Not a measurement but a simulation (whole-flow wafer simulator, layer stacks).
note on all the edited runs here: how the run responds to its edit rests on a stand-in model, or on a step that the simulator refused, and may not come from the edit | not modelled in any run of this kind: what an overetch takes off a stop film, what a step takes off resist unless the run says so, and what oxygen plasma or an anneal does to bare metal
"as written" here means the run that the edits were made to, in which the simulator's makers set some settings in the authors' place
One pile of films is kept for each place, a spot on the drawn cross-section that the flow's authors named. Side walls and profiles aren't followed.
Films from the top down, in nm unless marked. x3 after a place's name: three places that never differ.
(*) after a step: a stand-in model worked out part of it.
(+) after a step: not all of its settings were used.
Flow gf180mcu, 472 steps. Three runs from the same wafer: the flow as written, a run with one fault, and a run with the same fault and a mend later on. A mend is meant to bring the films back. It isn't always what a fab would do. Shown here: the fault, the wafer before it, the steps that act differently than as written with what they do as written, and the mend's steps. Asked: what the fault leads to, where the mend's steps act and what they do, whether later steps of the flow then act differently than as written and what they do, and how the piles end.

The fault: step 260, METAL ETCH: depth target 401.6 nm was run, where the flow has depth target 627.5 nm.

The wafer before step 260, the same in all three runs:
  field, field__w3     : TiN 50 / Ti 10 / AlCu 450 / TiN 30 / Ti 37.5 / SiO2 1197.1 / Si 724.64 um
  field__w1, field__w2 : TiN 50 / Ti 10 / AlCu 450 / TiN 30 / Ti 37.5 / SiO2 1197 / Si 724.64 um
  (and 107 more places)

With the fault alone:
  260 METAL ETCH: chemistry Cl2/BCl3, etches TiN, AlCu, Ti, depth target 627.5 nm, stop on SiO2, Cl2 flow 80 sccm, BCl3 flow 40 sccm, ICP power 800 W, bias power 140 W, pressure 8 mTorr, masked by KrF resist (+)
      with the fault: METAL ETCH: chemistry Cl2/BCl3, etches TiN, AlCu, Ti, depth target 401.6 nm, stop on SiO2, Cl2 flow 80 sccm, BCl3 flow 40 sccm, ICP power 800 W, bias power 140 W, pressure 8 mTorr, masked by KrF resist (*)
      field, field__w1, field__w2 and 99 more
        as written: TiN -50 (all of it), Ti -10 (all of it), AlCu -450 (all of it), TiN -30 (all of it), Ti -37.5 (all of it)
        with the fault: TiN -50 (all of it), Ti -10 (all of it), AlCu -341.6
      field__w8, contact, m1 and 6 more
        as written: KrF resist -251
        with the fault: KrF resist -160.6
  Later steps of the flow that act differently than as written:
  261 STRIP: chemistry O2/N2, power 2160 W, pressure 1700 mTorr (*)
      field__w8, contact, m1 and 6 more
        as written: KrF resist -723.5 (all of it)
        with the fault: KrF resist -813.9 (all of it)
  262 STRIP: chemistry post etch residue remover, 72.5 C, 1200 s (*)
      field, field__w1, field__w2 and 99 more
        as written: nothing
        with the fault: AlCu -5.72
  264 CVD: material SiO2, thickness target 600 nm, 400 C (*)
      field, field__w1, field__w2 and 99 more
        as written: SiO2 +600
        with the fault: SiO2 +600 (new film)
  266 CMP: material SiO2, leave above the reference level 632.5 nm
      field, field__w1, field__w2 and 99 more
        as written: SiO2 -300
        with the fault: SiO2 -470.2
  At the end the piles differ from the flow's by more than 2% or 0.5 nm, whichever is larger, at field, field__w1, field__w2 and 100 more.
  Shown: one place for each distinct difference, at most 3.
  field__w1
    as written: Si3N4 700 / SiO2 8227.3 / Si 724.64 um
    with the fault: Si3N4 700 / SiO2 6860.1 / AlCu 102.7 / TiN 30 / Ti 37.5 / SiO2 1197 / Si 724.64 um
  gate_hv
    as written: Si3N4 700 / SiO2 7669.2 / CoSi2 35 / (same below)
    with the fault: Si3N4 700 / SiO2 6860.1 / AlCu 102.7 / TiN 30 / Ti 37.5 / SiO2 638.9 / CoSi2 35 / (same below)
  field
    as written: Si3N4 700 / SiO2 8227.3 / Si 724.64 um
    with the fault: Si3N4 700 / SiO2 6860.1 / AlCu 102.7 / TiN 30 / Ti 37.5 / SiO2 1197.1 / Si 724.64 um

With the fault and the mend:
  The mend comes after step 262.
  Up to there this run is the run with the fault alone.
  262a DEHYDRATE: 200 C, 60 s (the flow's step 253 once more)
      changes no film at any place that is followed
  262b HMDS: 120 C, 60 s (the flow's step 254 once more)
      changes no film at any place that is followed
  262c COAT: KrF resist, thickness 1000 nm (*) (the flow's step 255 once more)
      iso_ptap_pw, iso_ntap_nw, iso_nw_fld and 33 more
        KrF resist +1000 (new film)
      field__w3, field__w9, field__w12 and 12 more
        KrF resist +1002.7 (new film)
      field__w5, field_sub__w5, ld_gate_p and 6 more
        KrF resist +1002.6 (new film)
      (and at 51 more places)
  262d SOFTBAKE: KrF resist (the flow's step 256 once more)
      changes no film at any place that is followed
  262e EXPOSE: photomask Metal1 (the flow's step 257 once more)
      changes no film at any place that is followed
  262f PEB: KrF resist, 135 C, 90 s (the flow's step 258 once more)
      field__w1, field__w2, field__w3 and 56 more
        KrF resist -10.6
      iso_ptap_pw, iso_ntap_nw, iso_nw_fld and 33 more
        KrF resist -10.5
      gate_hv, sd_p, nw_sep_fld
        KrF resist -10.7
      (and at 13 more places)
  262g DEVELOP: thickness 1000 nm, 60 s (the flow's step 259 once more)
      iso_ptap_pw, iso_ntap_nw, iso_nw_fld and 33 more
        KrF resist -989.5 (all of it)
      field__w5, field__w9, field_sub and 13 more
        KrF resist -992.1 (all of it)
      field_sub__w2, field_sub__w4, ld_drn_n and 9 more
        KrF resist -992 (all of it)
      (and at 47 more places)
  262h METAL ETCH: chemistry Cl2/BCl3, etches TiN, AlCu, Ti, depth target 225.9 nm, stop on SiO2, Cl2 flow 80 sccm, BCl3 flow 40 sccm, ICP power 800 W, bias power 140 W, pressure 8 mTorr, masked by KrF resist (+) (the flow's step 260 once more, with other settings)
      field, field__w1, field__w2 and 99 more
        AlCu -102.7 (all of it), TiN -30 (all of it), Ti -37.5 (all of it)
      field__w8, contact, m1 and 6 more
        KrF resist -90.4
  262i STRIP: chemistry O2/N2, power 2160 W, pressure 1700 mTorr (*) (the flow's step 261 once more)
      field__w8
        KrF resist -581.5 (all of it)
      contact
        KrF resist -579.5 (all of it)
      m1
        KrF resist -581.9 (all of it)
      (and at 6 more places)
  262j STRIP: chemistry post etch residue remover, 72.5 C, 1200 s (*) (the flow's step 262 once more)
      field__w8, contact, m1 and 6 more
        TiN -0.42
  No later step of the flow acts differently than as written, at any place that is followed, by more than 2% or 0.5 nm, whichever is larger.
  At the end the piles differ from the flow's only slightly at the places that both follow, by at most 2% or 0.5 nm, whichever is larger.
